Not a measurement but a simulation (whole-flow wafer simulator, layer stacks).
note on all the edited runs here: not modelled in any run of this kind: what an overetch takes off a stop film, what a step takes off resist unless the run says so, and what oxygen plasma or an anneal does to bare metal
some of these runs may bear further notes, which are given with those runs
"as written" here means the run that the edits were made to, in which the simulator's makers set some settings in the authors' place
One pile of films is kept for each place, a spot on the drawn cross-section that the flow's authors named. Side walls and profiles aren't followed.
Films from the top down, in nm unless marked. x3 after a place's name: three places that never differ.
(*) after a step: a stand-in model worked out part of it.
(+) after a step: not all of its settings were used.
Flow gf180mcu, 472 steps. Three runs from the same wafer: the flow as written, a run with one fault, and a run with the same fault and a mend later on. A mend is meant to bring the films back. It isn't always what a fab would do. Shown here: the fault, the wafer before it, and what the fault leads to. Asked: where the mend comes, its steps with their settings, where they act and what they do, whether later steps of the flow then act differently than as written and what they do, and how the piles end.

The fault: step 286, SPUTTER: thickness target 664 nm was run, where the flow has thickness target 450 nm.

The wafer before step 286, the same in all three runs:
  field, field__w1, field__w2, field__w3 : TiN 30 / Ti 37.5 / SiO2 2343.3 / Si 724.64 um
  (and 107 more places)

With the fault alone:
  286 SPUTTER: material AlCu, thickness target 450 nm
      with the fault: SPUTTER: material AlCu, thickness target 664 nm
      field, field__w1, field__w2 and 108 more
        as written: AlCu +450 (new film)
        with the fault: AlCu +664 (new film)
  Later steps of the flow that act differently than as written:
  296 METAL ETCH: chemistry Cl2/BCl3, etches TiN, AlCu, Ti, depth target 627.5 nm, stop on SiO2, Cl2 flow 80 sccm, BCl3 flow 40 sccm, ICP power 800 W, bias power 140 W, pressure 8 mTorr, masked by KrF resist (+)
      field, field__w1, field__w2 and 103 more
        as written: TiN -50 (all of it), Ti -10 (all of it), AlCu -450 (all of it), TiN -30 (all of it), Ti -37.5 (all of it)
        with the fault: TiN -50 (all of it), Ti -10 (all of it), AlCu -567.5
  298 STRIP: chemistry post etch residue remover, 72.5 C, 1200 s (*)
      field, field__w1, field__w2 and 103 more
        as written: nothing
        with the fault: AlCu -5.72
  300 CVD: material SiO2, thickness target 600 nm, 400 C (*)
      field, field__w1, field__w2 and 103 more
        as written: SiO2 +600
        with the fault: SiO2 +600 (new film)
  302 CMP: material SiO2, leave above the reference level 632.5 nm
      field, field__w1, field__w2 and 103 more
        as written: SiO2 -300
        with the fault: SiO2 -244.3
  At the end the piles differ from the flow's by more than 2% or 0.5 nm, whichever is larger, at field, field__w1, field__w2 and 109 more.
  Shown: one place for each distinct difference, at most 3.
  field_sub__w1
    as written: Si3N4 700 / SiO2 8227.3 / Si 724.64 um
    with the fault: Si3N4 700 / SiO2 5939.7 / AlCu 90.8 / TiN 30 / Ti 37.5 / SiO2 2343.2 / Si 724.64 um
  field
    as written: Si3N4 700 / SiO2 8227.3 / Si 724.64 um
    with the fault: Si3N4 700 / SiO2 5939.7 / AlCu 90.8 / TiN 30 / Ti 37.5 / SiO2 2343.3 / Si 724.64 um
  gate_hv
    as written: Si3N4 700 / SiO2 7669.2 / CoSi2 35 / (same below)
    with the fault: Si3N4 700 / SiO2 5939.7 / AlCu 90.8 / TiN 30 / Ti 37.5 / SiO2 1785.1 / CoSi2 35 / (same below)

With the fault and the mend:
  The mend comes after step 286.
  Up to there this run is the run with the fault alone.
  286a METAL ETCH: chemistry Cl2/BCl3, etches TiN, AlCu, Ti, depth target 214 nm, Cl2 flow 80 sccm, BCl3 flow 40 sccm, ICP power 800 W, bias power 140 W, pressure 8 mTorr (the flow's step 260 once more, with other settings)
      field, field__w1, field__w2 and 108 more
        AlCu -214
  No later step of the flow acts differently than as written at any place that is followed.
  At the end the piles are the same as the flow's at every place that both follow.
